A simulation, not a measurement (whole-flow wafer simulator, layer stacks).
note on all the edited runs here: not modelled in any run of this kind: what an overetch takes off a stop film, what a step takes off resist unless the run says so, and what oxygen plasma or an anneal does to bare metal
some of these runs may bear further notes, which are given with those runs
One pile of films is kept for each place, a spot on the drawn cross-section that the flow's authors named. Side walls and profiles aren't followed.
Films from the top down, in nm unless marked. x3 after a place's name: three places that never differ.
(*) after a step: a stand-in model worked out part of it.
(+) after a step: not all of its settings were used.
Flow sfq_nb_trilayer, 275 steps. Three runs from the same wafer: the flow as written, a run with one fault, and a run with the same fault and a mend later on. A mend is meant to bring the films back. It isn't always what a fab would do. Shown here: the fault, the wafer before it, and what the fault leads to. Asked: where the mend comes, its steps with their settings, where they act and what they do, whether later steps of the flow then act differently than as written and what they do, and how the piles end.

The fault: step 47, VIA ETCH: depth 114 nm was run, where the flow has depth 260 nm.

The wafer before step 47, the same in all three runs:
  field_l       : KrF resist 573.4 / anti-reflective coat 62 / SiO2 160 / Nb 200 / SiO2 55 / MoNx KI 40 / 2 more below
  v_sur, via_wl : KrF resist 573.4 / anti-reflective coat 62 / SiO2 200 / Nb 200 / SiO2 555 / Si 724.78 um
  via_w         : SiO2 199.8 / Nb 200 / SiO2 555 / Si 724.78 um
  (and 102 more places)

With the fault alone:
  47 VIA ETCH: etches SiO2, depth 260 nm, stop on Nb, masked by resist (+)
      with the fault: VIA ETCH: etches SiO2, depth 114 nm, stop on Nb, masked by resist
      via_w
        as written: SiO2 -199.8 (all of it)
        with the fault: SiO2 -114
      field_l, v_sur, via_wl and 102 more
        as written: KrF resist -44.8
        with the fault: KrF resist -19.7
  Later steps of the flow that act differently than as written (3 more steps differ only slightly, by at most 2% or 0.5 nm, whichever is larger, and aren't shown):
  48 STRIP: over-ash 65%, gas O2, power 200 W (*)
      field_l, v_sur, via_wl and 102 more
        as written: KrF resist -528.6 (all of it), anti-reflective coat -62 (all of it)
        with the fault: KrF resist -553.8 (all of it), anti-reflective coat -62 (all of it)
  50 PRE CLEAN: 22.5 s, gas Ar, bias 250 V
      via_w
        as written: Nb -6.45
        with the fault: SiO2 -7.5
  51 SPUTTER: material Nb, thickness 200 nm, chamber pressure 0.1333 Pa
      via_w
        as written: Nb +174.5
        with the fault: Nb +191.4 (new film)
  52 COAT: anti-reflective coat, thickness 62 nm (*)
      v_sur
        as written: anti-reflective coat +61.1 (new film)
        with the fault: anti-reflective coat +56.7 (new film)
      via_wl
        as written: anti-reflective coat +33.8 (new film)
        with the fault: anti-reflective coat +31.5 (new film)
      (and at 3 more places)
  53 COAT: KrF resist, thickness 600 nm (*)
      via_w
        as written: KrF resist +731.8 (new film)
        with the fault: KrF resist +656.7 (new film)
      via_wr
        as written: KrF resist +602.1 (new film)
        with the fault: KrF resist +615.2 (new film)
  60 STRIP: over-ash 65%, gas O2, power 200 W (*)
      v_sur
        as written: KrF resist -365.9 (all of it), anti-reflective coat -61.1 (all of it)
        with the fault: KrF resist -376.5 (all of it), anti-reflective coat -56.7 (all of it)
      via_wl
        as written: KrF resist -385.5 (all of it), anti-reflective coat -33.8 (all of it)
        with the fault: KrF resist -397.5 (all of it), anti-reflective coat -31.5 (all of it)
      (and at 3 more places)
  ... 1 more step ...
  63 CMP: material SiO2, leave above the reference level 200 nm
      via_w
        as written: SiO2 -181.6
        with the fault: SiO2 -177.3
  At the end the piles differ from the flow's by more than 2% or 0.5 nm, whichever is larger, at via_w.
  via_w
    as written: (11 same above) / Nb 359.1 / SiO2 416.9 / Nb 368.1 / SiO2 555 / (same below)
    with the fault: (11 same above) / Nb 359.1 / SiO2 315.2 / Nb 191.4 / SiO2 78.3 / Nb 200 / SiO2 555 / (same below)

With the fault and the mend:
  The mend comes after step 48.
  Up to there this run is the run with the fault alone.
  48a COAT: anti-reflective coat, thickness 62 nm (*) (the flow's step 40 once more)
      p4_fl x3, p4_w1 x9, p4_g1 x2 and 63 more
        anti-reflective coat +62 (new film)
      be_sur, gap, jj_sur and 17 more
        anti-reflective coat +61.9 (new film)
      field_l, via_v
        anti-reflective coat +61.7 (new film)
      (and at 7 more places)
  48b COAT: KrF resist, thickness 650 nm (*) (the flow's step 41 once more)
      p4_fl x3, p4_w1 x9, p4_g1 x2 and 63 more
        KrF resist +650 (new film)
      r_end, moat, field_r and 7 more
        KrF resist +649.7 (new film)
      ce_l, c5j, ce_r, sp_r
        KrF resist +649.5 (new film)
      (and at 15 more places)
  48c SOFTBAKE: KrF resist (the flow's step 42 once more)
      changes no film at any place that is followed
  48d EXPOSE: photomask I0, dose 11.91 mJ/cm2, NA 0.6, wavelength 248 nm (*) (the flow's step 43 once more)
      changes no film at any place that is followed
  48e PEB: KrF resist, 90 s (the flow's step 44 once more)
      be_sur, gap, jj_sur and 94 more
        KrF resist -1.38
      field_l, v_sur, via_v, wire, be
        KrF resist -1.37
      via_wl, via_wr
        KrF resist -1.41
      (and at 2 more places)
  48f DEVELOP: KrF resist, thickness 650 nm, 60 s (the flow's step 45 once more)
      field_l, v_sur, via_wl and 102 more
        KrF resist -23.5
      via_w
        KrF resist -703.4 (all of it)
  48g VIA ETCH: etches anti-reflective coat, depth 125 nm, masked by resist (+) (the flow's step 46 once more)
      field_l, v_sur, via_wl and 102 more
        KrF resist -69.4
      via_w
        anti-reflective coat -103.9 (all of it), SiO2 -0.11
  48h VIA ETCH: etches SiO2, depth 146 nm, stop on Nb, masked by resist (+) (the flow's step 47 once more, with other settings)
      field_l, v_sur, via_wl and 102 more
        KrF resist -22.2
      via_w
        SiO2 -85.7 (all of it)
  48i STRIP: over-ash 65%, gas O2, power 200 W (*) (the flow's step 48 once more)
      p4_fl x3, p4_w1 x9, p4_g1 x2 and 63 more
        KrF resist -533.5 (all of it), anti-reflective coat -62 (all of it)
      r_end, moat, field_r and 7 more
        KrF resist -533.2 (all of it), anti-reflective coat -61.9 (all of it)
      c5j, ce_r, sp_r
        KrF resist -533 (all of it), anti-reflective coat -61.9 (all of it)
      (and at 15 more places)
  No later step of the flow acts differently than as written, at any place that is followed, by more than 2% or 0.5 nm, whichever is larger.
  At the end the piles differ from the flow's only slightly at the places that both follow, by at most 2% or 0.5 nm, whichever is larger.
